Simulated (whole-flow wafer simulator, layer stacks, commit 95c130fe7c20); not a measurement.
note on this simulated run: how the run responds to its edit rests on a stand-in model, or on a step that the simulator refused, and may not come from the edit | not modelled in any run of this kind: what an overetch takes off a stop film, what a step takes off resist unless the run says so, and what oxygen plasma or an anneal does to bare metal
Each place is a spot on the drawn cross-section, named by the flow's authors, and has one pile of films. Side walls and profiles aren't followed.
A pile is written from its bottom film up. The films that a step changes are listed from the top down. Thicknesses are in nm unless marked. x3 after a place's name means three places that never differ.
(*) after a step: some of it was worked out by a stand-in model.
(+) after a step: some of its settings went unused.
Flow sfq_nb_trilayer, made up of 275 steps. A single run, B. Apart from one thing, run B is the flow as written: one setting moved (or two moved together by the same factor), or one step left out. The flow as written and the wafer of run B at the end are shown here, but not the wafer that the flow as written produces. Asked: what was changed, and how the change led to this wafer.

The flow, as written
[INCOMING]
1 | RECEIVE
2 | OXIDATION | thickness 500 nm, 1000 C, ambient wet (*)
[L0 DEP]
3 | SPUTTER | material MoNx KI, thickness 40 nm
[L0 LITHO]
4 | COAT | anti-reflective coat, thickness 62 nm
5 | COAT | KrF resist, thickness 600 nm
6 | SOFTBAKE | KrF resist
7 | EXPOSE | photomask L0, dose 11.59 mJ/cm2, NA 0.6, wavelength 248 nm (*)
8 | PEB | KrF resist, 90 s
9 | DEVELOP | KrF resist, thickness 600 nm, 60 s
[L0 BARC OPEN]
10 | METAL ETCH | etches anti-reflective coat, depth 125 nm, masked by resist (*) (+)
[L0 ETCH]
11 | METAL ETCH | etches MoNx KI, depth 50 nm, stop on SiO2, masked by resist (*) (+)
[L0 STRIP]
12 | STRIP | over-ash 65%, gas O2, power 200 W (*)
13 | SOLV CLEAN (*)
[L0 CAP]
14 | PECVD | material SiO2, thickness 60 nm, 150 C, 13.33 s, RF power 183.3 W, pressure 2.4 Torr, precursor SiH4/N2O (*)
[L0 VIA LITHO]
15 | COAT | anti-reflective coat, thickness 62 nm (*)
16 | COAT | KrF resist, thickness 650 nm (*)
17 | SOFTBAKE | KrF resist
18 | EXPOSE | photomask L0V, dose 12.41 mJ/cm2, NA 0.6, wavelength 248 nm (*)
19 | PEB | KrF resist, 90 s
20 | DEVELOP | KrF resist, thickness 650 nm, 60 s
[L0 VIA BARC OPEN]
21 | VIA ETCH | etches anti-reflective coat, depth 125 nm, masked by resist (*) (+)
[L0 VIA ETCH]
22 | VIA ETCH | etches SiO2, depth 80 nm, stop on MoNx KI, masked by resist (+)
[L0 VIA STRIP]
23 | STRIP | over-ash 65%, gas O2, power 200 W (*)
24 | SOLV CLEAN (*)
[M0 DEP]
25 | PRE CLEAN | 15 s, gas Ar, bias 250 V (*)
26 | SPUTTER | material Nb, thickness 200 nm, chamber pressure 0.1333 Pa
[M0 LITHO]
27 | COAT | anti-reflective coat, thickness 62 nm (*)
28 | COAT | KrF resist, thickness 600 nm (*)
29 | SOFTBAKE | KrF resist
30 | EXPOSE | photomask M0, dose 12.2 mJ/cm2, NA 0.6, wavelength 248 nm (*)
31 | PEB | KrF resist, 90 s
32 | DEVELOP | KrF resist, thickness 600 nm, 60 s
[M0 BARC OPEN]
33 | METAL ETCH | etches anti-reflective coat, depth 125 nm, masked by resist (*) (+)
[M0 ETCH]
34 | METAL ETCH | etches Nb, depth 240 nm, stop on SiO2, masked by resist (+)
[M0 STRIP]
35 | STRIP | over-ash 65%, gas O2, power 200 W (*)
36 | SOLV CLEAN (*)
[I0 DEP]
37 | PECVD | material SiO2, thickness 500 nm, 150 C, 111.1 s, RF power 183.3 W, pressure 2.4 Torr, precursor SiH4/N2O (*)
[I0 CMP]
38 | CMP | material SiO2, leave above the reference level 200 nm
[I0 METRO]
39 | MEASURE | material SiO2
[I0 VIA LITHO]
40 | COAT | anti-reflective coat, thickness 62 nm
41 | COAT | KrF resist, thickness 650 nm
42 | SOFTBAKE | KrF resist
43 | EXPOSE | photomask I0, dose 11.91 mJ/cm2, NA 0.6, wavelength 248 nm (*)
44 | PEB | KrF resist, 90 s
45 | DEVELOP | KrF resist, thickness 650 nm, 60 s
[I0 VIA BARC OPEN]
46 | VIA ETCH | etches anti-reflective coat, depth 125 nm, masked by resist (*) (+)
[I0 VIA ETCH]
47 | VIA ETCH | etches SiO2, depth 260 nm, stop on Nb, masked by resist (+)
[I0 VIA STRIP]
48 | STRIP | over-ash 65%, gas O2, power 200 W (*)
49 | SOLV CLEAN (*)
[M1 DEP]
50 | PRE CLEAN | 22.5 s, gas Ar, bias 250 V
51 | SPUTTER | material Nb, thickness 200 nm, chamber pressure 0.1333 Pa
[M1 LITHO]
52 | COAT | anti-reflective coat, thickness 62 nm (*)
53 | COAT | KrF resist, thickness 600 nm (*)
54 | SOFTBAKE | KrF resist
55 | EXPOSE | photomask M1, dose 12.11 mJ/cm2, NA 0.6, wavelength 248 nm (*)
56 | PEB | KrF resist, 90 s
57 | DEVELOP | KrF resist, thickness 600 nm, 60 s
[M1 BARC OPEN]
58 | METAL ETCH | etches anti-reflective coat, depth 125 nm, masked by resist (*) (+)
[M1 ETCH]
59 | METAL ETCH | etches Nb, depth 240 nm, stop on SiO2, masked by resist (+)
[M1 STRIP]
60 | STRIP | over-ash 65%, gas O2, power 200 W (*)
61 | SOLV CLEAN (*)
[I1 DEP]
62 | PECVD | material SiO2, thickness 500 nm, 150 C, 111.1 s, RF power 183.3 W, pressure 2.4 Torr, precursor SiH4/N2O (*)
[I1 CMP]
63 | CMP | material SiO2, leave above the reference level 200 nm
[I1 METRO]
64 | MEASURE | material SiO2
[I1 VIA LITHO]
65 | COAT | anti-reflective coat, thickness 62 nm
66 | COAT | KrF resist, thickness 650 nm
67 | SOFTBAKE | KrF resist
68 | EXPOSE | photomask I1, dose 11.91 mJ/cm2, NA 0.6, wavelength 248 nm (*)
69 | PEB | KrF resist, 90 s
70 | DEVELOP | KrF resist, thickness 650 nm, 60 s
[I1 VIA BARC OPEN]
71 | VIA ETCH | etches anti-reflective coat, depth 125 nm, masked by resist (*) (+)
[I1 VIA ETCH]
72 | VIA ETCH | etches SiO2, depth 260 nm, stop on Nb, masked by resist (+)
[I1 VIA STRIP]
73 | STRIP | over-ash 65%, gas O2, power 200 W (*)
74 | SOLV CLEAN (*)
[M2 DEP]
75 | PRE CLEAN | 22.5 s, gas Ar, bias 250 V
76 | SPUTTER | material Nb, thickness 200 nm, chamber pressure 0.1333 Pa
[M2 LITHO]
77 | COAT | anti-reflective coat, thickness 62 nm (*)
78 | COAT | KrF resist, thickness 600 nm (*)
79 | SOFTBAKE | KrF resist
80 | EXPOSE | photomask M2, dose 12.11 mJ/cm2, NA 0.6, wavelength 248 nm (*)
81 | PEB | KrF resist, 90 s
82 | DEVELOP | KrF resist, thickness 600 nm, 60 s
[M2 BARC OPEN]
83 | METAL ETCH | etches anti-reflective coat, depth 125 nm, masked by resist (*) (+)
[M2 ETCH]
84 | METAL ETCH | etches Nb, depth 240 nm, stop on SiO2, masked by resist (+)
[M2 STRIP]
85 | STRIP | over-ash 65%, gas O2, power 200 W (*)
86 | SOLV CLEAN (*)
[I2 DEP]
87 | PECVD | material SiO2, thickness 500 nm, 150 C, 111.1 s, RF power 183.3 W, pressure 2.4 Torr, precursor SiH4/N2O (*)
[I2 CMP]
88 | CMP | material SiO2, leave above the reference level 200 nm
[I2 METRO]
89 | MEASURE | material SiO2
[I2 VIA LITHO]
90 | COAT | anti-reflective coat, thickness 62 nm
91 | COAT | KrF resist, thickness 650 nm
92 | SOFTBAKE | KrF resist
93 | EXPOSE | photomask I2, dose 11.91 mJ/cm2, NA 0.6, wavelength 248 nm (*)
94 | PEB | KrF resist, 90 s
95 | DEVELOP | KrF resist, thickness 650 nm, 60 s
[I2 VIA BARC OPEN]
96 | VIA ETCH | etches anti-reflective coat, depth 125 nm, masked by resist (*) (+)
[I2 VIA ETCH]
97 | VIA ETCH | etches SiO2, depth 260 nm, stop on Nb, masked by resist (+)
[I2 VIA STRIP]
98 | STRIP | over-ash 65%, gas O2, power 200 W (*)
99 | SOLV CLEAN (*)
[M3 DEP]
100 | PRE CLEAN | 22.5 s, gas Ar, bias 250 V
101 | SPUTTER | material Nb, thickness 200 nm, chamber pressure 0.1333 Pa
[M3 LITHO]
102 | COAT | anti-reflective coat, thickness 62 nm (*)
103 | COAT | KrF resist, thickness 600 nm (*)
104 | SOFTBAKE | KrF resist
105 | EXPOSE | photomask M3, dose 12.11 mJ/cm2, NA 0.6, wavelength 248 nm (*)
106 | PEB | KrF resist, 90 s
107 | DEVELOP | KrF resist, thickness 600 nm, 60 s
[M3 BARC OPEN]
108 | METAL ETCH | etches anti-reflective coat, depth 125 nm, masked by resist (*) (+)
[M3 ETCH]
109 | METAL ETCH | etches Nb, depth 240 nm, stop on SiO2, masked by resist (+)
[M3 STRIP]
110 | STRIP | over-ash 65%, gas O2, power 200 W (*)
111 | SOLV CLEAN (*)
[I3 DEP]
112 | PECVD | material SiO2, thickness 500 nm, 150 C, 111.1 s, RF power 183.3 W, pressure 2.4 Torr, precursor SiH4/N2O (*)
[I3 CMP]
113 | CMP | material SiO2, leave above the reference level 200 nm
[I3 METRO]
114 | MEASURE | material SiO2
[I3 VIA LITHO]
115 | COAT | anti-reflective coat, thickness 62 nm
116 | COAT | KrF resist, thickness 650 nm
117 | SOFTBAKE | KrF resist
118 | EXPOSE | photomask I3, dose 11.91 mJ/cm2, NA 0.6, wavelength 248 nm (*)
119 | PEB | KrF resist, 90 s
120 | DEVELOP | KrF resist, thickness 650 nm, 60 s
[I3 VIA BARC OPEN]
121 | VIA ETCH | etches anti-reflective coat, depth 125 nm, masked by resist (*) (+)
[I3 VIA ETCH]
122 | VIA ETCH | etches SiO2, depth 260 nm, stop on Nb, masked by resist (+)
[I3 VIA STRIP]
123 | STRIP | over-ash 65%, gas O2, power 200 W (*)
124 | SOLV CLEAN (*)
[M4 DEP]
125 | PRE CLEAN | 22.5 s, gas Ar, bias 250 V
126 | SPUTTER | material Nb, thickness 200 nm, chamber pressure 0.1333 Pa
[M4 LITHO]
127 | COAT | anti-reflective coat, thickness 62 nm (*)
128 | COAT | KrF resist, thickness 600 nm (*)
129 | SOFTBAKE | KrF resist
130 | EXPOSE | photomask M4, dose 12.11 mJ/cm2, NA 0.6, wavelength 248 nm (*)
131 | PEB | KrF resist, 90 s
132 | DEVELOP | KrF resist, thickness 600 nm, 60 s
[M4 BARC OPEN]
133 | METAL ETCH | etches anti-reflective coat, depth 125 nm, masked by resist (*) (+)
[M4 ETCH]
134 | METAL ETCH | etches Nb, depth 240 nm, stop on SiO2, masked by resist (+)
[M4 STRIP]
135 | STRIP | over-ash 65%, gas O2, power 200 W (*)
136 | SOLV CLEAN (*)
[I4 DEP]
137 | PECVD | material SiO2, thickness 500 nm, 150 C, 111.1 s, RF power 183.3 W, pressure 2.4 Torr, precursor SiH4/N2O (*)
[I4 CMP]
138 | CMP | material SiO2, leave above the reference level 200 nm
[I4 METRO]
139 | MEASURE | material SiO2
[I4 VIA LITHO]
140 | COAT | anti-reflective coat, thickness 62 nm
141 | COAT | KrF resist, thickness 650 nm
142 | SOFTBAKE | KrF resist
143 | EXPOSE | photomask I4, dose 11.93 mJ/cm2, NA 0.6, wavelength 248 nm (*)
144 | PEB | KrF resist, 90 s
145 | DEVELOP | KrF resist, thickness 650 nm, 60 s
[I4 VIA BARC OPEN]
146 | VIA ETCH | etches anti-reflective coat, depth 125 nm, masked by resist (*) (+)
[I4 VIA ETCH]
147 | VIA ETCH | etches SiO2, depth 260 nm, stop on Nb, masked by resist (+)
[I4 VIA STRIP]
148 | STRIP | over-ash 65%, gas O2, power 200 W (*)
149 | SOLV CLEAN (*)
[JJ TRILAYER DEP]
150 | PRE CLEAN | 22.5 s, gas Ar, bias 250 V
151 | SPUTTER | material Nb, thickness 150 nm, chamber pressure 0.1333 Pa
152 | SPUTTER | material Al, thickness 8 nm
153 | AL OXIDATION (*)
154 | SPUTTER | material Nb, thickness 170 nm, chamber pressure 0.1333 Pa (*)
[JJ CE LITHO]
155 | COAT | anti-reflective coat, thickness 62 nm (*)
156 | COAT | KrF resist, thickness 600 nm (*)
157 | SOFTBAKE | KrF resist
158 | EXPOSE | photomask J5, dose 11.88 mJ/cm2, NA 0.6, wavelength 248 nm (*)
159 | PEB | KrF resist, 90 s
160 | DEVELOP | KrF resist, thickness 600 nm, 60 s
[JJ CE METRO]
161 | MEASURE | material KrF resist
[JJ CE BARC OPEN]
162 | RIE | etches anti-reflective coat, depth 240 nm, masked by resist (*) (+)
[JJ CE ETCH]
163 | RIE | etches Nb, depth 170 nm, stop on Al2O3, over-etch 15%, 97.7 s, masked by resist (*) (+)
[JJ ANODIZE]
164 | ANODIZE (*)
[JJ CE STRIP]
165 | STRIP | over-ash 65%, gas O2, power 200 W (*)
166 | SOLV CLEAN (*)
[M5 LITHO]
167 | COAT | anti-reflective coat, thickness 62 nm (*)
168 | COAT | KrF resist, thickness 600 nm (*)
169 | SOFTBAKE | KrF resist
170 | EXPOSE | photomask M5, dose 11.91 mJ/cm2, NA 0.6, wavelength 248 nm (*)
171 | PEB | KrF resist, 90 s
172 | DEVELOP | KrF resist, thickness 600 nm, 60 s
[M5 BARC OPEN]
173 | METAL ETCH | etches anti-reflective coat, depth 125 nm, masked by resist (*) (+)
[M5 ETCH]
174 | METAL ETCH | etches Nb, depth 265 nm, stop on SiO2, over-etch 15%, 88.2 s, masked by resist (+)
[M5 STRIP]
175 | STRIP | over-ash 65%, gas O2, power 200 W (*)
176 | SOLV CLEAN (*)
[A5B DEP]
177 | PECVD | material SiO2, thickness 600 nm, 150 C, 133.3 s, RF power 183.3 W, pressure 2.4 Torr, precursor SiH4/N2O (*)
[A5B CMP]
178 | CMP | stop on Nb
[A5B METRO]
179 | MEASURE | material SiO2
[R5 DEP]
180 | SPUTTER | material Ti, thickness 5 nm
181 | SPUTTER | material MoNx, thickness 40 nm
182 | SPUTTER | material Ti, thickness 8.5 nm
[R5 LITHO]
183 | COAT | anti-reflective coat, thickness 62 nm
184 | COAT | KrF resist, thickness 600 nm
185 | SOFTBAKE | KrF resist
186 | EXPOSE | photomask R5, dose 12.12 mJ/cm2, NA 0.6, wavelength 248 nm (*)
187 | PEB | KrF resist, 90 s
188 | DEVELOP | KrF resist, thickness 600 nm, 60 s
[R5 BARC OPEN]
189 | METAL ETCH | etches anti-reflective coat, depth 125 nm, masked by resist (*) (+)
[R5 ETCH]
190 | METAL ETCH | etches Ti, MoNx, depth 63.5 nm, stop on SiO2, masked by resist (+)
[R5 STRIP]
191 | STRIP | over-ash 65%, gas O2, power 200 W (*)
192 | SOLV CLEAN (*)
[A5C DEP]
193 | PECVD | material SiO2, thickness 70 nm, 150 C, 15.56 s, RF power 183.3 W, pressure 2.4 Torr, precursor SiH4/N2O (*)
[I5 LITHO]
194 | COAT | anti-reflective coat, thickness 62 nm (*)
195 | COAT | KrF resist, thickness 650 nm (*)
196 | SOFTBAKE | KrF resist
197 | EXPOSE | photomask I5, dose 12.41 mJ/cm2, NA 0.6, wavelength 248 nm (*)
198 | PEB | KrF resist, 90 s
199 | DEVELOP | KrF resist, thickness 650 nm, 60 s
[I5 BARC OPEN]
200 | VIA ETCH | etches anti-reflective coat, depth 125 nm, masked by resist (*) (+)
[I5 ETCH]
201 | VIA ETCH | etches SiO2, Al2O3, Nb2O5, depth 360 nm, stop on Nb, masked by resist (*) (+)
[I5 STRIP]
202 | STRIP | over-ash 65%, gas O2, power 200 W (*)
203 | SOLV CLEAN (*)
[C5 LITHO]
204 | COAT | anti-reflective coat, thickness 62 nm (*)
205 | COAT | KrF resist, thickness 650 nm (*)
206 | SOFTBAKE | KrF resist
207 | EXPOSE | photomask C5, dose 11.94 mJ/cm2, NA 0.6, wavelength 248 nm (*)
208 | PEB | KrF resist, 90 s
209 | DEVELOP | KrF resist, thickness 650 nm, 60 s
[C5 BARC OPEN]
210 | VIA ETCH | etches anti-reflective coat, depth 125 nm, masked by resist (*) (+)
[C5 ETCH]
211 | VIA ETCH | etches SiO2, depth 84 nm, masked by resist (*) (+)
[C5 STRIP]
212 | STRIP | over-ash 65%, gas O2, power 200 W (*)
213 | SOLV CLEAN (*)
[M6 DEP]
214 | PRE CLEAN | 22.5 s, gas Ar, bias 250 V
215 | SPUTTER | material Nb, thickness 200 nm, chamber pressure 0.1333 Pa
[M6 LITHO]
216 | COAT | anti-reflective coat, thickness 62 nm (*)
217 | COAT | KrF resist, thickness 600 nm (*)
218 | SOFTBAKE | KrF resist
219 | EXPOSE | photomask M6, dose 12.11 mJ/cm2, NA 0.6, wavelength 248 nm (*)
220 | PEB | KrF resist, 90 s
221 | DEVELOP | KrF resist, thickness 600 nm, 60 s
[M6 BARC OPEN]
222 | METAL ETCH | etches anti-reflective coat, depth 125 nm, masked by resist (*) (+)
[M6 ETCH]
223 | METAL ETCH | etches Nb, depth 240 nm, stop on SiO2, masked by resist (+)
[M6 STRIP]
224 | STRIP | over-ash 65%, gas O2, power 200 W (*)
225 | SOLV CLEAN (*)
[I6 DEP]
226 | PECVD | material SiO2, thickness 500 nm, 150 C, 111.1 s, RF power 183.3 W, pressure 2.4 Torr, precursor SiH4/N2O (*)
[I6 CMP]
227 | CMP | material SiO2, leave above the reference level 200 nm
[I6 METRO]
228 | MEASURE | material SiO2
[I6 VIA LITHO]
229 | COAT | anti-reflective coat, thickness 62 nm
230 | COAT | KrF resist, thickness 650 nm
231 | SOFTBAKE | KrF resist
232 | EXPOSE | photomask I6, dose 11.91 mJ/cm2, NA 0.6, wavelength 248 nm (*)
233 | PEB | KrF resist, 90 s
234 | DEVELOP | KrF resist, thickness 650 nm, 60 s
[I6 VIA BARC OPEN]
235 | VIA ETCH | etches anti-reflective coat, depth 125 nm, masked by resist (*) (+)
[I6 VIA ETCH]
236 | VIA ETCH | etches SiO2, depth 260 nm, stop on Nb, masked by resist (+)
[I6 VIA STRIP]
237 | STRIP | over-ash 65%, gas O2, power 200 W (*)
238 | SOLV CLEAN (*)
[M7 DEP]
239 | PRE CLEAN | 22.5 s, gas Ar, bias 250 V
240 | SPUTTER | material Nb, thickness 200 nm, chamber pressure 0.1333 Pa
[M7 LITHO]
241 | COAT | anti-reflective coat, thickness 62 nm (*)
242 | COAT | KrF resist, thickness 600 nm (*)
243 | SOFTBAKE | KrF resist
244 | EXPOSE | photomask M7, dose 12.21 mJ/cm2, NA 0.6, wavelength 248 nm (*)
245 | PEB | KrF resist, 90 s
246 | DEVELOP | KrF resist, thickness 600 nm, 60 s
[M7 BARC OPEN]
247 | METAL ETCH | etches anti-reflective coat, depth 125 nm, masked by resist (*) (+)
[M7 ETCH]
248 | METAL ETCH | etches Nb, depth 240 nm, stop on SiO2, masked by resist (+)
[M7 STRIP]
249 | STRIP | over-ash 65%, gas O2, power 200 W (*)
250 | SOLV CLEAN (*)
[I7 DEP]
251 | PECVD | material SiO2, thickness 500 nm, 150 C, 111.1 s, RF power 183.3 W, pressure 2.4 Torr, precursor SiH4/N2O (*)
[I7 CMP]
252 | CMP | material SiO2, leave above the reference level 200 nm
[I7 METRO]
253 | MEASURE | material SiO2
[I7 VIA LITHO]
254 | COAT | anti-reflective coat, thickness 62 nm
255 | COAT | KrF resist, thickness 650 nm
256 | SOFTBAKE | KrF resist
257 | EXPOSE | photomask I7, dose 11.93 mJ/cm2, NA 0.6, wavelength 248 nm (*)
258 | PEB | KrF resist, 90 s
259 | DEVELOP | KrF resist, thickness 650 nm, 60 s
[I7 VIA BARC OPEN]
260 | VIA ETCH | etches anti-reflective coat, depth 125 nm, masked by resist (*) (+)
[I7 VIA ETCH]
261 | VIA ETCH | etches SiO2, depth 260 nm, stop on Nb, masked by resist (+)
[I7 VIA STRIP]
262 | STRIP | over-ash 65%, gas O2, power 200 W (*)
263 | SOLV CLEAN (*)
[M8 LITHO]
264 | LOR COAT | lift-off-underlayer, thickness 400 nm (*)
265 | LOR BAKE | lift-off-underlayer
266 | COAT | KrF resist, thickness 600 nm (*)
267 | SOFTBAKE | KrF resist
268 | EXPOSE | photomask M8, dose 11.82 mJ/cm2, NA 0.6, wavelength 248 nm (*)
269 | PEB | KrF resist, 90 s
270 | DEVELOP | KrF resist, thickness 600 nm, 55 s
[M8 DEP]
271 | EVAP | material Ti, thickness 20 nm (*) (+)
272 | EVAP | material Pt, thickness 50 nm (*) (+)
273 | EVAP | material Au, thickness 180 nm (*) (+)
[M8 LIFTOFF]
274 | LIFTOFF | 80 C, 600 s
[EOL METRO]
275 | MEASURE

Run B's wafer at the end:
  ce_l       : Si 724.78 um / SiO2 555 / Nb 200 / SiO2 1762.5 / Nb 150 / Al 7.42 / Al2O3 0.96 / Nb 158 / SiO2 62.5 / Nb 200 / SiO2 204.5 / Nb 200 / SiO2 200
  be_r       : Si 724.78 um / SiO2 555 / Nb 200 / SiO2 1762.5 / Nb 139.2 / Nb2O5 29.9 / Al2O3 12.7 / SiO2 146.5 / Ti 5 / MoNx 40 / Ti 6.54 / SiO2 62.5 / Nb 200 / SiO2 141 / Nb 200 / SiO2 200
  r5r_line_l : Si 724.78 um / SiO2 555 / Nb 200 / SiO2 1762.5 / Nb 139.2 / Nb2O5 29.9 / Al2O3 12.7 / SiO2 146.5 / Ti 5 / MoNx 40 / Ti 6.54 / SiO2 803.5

What caused this: step 182, SPUTTER: thickness 6.54 nm was run, whereas the flow has thickness 8.5 nm.
The wafer lets one read it off: be_r has Ti 6.54, and step 182 as written asks for 8.5 nm.

How this came from the change, step by step:
  182 | SPUTTER | material Ti, thickness 8.5 nm
      field_l, v_sur, via_wl and 103 more: +6.54 Ti (new film) (it would be, as written: +8.5 Ti (new film))
  190 | METAL ETCH | etches Ti, MoNx, depth 63.5 nm, stop on SiO2, masked by resist (+)
      field_l, v_sur, via_wl and 92 more: -6.54 Ti (all of it), -40 MoNx (all of it), -5 Ti (all of it) (it would be, as written: -8.5 Ti (all of it), -40 MoNx (all of it), -5 Ti (all of it))
      ce_l, c5j, ce_r, wl_jj: -6.54 Ti (all of it), -40 MoNx (all of it), -5 Ti (all of it), -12 Nb (it would be, as written: -8.5 Ti (all of it), -40 MoNx (all of it), -5 Ti (all of it), -10 Nb)
